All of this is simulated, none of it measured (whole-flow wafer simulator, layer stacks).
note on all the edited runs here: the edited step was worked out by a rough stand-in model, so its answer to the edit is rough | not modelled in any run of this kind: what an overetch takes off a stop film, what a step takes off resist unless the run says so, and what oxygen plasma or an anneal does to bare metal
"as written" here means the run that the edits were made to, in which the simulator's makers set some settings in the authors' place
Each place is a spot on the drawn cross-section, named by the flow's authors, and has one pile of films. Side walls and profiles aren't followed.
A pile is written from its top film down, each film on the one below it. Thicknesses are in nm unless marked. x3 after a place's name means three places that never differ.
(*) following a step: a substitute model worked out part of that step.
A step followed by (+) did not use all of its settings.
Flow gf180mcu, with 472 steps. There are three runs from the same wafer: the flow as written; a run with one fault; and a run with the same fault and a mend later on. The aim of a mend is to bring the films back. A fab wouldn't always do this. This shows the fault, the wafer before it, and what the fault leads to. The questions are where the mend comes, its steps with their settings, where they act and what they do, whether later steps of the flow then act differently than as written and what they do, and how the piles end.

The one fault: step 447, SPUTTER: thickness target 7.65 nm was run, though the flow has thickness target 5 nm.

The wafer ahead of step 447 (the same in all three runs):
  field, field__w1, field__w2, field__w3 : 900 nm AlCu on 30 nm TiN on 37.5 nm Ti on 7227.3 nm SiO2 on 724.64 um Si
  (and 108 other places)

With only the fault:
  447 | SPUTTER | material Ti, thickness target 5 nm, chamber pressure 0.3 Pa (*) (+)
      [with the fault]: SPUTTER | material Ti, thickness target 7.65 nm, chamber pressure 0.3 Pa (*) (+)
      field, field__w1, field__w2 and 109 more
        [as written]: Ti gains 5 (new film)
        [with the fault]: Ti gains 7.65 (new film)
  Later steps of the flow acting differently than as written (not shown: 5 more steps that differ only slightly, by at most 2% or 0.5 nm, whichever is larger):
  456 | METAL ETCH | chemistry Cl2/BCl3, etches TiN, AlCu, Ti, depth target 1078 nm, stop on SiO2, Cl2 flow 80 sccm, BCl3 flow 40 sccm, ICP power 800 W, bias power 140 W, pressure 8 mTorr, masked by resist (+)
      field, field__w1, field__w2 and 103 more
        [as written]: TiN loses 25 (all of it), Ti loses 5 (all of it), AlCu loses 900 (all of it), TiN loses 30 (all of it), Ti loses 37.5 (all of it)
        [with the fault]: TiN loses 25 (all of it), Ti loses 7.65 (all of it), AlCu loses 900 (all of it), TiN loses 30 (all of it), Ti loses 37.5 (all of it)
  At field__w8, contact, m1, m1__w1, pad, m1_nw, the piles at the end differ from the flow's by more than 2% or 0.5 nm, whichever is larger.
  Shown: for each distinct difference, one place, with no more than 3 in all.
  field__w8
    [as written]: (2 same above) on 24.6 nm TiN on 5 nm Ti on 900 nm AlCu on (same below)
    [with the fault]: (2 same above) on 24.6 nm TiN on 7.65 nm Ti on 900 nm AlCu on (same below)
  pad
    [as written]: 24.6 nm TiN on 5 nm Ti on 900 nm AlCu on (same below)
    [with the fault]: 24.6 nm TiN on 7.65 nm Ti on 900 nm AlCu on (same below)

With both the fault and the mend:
  After step 447 comes the mend.
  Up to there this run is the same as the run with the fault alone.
  447a | METAL ETCH | chemistry Cl2/BCl3, etches TiN, AlCu, Ti, depth target 2.65 nm, Cl2 flow 80 sccm, BCl3 flow 40 sccm, ICP power 800 W, bias power 140 W, pressure 8 mTorr (a further turn of the flow's step 260, with different settings)
      field, field__w1, field__w2 and 109 more
        Ti loses 2.65
  Later steps of the flow that are run all act as written at every place that is followed.
  The piles end the same as the flow's at every place that both follow.
